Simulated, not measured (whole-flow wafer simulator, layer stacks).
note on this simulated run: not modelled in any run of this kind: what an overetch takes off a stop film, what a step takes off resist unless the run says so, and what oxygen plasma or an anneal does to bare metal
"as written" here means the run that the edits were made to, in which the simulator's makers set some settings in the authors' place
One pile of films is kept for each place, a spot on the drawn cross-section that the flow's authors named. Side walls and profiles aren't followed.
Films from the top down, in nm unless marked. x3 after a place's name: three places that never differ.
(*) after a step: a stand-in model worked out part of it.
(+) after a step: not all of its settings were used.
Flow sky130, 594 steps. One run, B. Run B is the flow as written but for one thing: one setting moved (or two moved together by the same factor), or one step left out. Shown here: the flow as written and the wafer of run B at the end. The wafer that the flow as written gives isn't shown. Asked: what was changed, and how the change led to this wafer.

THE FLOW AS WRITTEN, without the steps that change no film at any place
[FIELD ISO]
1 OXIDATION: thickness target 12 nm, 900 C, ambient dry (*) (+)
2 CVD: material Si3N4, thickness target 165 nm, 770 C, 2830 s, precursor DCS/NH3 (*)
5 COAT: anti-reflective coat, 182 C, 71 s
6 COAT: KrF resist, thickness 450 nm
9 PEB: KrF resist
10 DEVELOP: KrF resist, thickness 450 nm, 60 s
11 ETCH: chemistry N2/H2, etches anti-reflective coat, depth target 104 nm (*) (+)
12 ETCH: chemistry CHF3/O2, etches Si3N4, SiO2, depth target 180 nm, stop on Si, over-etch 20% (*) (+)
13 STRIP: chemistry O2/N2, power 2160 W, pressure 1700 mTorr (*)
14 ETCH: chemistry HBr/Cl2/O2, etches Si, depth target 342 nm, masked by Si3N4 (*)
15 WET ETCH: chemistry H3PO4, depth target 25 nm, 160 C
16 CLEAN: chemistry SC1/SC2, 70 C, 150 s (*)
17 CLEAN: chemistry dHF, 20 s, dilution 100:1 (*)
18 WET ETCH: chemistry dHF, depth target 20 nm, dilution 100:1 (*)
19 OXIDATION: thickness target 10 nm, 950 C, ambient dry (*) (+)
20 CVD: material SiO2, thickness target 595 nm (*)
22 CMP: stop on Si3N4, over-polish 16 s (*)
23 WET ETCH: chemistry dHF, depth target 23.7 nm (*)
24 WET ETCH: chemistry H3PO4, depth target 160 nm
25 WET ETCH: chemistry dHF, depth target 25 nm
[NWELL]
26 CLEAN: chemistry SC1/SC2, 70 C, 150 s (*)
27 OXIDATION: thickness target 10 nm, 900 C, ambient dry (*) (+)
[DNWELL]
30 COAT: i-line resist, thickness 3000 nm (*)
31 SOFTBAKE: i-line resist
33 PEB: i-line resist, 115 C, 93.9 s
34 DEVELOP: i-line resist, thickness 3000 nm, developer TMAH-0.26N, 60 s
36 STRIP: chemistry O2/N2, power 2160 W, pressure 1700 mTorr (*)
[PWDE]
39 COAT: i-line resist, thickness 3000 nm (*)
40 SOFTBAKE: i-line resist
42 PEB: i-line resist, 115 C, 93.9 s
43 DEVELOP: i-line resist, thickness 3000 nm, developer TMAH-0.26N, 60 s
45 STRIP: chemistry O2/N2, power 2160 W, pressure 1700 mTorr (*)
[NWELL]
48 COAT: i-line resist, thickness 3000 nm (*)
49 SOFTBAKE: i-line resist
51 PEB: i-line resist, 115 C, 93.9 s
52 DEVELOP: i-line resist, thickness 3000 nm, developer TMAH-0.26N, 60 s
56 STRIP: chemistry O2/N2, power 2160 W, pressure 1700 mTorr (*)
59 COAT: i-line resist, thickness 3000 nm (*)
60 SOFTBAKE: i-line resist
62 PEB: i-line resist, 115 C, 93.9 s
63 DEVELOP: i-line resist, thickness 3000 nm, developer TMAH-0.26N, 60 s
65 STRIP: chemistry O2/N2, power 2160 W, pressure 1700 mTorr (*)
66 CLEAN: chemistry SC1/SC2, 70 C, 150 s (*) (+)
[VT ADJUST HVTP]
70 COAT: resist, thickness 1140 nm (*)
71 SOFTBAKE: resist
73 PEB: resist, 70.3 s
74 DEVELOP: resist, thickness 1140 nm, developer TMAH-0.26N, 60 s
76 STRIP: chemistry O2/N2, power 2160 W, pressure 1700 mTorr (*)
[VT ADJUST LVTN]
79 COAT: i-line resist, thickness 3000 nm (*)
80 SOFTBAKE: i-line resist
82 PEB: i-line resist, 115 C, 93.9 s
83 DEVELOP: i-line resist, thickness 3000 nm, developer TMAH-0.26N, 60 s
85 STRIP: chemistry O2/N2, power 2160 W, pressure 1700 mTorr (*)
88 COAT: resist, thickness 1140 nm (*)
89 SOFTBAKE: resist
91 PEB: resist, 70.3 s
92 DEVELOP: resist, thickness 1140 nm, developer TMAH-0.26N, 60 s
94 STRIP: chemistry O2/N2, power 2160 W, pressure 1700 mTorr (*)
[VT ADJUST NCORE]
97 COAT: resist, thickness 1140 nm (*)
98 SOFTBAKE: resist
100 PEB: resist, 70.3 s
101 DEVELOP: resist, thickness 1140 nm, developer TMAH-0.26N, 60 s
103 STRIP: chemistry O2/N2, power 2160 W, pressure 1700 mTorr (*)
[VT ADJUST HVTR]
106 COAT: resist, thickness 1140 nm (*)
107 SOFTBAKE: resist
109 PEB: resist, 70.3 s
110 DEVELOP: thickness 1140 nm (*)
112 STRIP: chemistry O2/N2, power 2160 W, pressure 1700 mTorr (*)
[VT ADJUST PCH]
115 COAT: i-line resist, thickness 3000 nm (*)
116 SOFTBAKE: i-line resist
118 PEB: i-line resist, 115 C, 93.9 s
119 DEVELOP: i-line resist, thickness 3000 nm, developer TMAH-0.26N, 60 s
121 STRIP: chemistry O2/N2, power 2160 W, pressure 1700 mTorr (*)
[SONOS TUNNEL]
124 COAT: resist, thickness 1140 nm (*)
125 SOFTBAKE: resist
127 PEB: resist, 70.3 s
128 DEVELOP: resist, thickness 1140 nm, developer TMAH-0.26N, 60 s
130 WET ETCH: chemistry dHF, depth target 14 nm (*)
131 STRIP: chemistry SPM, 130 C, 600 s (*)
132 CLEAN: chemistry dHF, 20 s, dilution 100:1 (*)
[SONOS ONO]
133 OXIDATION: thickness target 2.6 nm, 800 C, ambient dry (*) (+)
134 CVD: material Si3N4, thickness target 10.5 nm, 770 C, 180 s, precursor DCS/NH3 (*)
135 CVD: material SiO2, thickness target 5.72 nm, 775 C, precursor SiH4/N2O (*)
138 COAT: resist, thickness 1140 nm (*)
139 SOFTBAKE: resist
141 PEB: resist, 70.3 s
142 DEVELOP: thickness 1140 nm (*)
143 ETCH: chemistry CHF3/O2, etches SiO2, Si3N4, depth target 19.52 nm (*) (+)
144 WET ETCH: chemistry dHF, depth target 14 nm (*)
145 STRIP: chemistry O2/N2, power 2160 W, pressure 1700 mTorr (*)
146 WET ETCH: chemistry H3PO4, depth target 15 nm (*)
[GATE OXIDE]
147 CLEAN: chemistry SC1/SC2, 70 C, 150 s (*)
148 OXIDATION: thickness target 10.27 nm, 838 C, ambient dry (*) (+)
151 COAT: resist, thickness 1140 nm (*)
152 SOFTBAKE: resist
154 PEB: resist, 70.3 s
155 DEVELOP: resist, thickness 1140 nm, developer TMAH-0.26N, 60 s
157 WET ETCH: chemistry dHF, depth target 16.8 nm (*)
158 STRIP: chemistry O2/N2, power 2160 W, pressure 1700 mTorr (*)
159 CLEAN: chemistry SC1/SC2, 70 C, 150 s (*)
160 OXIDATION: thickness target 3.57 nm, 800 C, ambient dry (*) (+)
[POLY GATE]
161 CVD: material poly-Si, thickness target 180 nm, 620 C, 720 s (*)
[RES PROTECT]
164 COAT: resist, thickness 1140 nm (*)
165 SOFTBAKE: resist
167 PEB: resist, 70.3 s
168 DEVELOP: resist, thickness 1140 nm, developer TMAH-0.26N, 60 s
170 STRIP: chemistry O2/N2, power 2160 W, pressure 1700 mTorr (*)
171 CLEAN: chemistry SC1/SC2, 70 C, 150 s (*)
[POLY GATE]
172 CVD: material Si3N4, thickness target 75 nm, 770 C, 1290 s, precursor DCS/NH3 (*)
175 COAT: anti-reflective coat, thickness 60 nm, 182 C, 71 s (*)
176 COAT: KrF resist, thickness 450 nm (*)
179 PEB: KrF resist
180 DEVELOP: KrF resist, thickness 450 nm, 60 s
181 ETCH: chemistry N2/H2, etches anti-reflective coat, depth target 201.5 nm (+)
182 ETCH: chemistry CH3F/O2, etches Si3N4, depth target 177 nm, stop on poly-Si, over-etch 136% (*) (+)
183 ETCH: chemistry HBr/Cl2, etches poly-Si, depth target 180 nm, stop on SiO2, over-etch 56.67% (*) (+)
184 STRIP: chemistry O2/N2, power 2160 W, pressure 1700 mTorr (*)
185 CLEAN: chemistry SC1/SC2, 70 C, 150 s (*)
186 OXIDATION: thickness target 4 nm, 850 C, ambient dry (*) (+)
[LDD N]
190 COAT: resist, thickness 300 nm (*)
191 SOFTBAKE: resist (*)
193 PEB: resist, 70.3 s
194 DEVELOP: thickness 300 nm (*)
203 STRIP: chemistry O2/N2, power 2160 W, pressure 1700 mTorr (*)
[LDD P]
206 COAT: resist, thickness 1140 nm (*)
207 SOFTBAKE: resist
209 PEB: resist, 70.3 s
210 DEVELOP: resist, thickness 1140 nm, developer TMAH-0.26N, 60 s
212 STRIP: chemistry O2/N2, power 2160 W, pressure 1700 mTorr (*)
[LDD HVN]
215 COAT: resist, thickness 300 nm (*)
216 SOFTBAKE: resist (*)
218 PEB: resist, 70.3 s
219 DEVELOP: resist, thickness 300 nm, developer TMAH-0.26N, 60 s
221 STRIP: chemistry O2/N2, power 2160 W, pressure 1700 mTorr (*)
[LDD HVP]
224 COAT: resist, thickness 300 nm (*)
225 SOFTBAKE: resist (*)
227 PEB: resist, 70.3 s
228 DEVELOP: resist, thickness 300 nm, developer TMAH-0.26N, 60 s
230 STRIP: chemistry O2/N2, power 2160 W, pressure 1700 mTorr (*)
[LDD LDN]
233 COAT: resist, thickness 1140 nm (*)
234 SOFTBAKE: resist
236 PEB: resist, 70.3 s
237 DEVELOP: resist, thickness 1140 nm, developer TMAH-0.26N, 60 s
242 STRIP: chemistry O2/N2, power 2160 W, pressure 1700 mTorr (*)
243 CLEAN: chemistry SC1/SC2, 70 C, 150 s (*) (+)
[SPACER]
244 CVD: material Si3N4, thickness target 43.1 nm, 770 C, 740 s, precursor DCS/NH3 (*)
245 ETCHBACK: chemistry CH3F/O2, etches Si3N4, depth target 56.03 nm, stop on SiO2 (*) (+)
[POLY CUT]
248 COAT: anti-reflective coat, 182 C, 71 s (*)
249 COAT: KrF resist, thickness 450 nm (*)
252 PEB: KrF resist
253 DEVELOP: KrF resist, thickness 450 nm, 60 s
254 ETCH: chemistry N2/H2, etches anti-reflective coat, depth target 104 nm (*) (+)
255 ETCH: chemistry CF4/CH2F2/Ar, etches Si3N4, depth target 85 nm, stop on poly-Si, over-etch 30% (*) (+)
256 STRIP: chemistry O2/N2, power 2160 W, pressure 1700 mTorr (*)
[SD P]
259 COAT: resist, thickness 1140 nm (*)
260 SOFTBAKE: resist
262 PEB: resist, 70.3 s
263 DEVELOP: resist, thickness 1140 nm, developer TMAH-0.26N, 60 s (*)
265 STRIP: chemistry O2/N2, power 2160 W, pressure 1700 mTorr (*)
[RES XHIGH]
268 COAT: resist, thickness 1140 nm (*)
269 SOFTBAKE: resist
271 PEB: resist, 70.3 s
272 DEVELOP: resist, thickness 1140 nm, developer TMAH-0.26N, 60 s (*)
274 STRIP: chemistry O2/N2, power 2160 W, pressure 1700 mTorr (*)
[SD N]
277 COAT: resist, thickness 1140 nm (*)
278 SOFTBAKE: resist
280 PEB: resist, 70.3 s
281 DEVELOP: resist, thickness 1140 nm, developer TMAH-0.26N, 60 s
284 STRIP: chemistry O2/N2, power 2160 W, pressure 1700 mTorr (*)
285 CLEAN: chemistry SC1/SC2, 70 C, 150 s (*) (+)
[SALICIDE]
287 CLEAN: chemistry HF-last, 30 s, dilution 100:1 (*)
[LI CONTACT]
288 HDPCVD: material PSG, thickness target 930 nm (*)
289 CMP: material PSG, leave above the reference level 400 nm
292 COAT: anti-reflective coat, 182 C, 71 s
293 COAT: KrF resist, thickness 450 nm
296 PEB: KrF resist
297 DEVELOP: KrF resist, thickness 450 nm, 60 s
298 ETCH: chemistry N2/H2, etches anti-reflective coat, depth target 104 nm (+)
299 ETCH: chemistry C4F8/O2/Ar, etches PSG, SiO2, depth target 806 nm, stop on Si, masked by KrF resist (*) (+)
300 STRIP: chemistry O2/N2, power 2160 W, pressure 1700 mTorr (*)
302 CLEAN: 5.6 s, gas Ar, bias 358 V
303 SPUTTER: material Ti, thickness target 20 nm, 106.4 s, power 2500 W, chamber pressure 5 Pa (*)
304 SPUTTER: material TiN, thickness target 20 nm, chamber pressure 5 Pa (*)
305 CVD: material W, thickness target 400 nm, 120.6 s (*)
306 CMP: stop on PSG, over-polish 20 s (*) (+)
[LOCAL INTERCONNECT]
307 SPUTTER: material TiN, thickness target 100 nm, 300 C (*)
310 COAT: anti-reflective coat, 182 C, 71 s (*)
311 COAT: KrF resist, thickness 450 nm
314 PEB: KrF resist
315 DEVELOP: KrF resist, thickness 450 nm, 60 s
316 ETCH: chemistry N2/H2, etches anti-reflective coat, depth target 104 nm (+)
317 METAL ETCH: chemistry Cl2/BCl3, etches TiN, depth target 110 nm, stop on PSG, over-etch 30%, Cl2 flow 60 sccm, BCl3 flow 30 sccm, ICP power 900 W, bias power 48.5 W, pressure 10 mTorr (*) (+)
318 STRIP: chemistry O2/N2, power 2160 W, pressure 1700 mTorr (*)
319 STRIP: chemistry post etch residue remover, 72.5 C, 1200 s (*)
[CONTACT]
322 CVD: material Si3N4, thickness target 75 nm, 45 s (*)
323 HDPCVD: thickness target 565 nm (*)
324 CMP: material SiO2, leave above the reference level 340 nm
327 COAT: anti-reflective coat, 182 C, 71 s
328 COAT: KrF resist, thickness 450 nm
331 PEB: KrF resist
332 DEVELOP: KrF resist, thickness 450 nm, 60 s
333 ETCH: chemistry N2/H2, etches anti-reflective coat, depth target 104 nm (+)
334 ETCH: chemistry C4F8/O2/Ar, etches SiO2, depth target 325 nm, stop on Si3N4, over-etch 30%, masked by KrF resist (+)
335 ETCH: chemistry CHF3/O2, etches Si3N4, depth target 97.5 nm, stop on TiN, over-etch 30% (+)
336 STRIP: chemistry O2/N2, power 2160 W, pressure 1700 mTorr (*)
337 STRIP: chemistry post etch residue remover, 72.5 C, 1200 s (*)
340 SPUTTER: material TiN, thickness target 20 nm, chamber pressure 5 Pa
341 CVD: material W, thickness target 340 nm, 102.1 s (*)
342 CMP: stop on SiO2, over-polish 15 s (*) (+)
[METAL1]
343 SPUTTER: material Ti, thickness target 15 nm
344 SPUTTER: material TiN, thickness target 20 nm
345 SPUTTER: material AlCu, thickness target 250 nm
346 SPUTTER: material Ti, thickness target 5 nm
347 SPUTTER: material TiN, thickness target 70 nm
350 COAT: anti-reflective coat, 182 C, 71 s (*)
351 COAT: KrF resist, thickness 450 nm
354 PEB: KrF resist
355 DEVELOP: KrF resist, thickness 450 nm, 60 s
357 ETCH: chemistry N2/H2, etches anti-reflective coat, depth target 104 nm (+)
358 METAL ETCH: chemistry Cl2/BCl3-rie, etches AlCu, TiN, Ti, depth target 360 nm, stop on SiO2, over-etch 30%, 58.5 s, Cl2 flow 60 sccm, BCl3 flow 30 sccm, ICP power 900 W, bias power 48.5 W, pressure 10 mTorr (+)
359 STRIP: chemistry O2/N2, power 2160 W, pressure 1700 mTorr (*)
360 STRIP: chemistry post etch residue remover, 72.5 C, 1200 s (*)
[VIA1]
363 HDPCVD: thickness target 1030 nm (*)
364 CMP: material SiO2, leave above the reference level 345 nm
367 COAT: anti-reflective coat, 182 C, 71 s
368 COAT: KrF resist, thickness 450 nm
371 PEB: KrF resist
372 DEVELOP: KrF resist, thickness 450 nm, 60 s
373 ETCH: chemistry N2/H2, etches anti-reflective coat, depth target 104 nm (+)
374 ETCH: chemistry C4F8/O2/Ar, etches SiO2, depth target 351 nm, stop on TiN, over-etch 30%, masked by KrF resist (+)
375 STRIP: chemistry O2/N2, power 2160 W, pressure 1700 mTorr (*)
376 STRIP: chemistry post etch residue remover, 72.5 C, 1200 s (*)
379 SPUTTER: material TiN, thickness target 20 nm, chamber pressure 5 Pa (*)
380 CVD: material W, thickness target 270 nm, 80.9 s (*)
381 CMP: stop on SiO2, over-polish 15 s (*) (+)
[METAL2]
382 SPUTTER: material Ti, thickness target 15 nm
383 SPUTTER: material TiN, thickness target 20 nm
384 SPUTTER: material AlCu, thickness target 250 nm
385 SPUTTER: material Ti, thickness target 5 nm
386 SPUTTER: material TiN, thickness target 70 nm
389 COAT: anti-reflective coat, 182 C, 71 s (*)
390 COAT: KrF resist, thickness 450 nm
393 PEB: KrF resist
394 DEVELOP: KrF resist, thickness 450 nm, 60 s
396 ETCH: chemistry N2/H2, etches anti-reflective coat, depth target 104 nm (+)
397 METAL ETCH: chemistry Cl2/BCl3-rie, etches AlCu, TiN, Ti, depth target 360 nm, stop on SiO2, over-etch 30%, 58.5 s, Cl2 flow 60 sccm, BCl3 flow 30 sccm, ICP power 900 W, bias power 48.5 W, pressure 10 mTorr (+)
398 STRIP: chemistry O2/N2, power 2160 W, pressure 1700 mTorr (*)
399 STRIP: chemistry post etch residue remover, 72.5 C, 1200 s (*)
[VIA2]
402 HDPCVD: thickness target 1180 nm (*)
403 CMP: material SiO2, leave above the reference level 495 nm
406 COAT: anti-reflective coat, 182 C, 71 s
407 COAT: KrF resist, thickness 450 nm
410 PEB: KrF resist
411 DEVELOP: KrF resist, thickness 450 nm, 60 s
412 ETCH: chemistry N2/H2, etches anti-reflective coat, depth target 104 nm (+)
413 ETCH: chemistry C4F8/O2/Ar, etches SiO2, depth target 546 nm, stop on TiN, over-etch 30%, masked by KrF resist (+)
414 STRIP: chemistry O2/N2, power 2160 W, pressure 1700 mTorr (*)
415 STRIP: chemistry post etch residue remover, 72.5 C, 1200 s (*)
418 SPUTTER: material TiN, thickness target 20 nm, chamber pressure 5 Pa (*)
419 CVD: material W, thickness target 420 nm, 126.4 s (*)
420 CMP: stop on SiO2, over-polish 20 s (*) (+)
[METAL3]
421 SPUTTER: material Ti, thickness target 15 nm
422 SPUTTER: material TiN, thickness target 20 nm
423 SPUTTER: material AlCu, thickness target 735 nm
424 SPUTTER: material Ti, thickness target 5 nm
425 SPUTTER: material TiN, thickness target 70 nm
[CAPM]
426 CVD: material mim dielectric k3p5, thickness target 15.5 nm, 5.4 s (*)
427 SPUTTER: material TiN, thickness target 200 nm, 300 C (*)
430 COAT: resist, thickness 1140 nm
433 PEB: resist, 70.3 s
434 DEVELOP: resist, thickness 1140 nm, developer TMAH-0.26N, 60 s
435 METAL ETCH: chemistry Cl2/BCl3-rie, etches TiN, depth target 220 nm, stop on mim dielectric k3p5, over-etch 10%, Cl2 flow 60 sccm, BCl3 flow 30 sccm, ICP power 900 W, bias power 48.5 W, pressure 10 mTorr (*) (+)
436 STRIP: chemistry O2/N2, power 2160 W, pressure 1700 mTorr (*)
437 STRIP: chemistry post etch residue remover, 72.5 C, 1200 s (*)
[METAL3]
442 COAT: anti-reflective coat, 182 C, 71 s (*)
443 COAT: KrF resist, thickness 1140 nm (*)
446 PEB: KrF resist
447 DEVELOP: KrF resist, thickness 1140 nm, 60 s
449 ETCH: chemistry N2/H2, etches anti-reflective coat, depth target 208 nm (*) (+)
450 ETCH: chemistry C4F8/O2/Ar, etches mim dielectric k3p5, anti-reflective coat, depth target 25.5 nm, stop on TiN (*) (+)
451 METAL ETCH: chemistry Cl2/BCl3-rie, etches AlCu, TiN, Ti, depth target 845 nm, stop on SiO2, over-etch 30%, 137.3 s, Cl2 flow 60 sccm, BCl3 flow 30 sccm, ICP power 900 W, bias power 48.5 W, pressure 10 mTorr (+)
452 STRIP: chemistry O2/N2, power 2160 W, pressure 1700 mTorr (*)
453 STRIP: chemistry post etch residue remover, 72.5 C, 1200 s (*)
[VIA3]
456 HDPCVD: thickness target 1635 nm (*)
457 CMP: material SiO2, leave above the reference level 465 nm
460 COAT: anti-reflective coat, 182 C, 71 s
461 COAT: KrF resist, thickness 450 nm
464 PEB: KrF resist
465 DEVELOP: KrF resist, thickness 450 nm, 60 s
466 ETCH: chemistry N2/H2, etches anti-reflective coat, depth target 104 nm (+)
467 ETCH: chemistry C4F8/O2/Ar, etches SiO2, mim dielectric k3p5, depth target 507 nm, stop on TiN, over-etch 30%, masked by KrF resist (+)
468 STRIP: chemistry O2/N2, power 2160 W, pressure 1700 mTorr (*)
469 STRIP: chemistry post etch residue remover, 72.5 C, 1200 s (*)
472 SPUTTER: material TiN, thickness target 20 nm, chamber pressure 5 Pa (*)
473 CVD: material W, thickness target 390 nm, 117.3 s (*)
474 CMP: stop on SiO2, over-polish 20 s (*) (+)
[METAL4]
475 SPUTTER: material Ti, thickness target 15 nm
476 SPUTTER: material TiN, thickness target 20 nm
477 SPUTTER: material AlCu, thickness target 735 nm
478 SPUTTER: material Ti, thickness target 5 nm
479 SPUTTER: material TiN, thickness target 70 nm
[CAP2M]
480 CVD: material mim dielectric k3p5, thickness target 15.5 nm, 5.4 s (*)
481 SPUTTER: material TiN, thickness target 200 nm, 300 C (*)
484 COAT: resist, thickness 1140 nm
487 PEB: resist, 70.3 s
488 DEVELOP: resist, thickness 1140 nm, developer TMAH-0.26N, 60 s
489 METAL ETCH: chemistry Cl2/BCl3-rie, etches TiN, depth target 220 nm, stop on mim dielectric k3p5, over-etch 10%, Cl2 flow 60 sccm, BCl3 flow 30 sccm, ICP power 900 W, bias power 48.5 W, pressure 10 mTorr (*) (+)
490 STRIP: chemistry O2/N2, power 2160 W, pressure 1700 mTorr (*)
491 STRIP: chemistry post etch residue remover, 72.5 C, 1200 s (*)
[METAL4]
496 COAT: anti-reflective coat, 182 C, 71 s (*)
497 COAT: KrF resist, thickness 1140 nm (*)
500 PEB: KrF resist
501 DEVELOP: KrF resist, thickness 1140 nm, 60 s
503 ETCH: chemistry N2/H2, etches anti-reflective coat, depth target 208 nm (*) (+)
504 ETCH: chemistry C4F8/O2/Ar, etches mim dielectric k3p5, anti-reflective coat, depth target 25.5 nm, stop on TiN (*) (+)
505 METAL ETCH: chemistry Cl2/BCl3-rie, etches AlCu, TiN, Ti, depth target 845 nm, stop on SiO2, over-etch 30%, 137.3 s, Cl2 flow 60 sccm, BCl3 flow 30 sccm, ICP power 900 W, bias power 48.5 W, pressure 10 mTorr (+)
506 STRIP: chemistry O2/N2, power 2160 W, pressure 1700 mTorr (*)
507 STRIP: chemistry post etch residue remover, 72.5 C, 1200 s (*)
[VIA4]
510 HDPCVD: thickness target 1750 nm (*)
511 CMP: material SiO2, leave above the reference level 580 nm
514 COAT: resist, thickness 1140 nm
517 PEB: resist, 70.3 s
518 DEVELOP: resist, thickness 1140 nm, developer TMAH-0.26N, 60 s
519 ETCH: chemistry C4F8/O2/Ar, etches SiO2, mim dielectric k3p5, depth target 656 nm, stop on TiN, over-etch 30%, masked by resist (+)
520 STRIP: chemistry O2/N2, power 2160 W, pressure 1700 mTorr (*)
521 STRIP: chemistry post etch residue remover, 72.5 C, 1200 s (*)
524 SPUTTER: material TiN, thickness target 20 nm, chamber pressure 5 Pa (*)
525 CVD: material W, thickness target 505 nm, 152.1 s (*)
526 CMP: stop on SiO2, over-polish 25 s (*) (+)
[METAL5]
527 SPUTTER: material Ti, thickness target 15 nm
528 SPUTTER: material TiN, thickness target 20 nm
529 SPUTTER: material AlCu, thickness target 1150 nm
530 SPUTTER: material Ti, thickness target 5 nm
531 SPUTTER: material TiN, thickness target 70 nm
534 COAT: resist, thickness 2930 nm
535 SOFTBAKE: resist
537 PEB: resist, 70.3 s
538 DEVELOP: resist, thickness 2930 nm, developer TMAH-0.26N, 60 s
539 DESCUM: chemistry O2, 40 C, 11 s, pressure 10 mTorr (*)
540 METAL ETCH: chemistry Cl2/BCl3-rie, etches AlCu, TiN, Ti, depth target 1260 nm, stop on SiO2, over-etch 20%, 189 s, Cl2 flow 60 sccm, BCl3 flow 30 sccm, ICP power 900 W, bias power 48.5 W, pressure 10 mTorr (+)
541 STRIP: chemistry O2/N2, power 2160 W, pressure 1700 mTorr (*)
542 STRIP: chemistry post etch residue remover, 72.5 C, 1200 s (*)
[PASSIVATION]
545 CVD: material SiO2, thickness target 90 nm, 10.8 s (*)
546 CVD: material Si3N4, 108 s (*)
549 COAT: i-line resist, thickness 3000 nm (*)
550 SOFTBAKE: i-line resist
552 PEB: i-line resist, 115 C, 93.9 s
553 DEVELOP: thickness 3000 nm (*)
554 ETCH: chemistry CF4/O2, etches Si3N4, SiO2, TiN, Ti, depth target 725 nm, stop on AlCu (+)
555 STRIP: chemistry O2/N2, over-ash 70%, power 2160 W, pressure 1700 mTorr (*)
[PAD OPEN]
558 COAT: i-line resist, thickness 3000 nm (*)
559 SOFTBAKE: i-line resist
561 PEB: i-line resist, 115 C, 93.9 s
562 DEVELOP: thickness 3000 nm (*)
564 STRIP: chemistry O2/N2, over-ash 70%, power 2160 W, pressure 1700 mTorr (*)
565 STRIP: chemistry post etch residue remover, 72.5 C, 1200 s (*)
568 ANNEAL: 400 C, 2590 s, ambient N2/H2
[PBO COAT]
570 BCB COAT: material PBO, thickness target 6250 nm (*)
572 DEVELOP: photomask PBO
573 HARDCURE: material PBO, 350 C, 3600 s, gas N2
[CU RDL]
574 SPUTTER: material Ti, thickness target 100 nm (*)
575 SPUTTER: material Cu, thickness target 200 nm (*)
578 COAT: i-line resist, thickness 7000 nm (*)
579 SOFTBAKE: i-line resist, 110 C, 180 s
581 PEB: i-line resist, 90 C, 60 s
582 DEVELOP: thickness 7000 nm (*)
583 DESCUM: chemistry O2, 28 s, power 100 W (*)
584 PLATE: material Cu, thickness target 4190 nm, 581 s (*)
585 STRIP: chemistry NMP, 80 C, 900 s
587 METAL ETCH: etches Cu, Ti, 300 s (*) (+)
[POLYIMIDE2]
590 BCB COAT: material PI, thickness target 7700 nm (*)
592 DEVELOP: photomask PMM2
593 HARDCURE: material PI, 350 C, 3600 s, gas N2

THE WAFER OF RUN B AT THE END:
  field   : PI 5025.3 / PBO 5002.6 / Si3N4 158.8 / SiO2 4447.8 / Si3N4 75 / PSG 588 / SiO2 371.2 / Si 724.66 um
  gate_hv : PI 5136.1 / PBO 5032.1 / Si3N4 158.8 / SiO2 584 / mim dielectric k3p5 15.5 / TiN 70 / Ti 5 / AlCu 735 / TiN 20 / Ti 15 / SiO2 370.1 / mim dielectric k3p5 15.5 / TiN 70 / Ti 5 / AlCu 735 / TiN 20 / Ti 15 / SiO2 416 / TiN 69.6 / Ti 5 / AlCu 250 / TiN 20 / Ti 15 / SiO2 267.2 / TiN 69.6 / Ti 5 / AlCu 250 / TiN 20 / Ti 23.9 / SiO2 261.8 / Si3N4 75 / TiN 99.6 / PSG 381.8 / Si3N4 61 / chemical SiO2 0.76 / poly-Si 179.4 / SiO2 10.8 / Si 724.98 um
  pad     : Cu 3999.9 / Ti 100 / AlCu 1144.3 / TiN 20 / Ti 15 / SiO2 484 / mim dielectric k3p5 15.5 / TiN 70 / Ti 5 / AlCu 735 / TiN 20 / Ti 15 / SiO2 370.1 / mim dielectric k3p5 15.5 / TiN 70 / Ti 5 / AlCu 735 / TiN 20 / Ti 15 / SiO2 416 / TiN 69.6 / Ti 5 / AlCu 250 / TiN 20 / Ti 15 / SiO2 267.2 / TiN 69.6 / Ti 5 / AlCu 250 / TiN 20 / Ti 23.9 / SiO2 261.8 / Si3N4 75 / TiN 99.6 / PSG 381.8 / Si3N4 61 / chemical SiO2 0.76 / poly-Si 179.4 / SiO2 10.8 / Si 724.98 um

The cause: step 343, SPUTTER: thickness target 23.9 nm was run, where the flow has thickness target 15 nm.
It can be read off the wafer: gate_hv has Ti 23.9, and step 343 as written asks for 15 nm.

How the change led to this, step by step:
  343 SPUTTER: material Ti, thickness target 15 nm
      field, active, n_well and 188 more: Ti +23.9 (new film) (as written it would be: Ti +15 (new film))
  358 METAL ETCH: chemistry Cl2/BCl3-rie, etches AlCu, TiN, Ti, depth target 360 nm, stop on SiO2, over-etch 30%, 58.5 s, Cl2 flow 60 sccm, BCl3 flow 30 sccm, ICP power 900 W, bias power 48.5 W, pressure 10 mTorr (+)
      field, active, gate and 81 more: TiN -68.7 (all of it), Ti -5 (all of it), AlCu -250 (all of it), TiN -20 (all of it), Ti -23.9 (all of it), SiO2 -10 (as written it would be: TiN -68.7 (all of it), Ti -5 (all of it), AlCu -250 (all of it), TiN -20 (all of it), Ti -15 (all of it), SiO2 -10.9)
  364 CMP: material SiO2, leave above the reference level 345 nm
      field, active, gate and 81 more: SiO2 -381.1 (as written it would be: SiO2 -389.1)
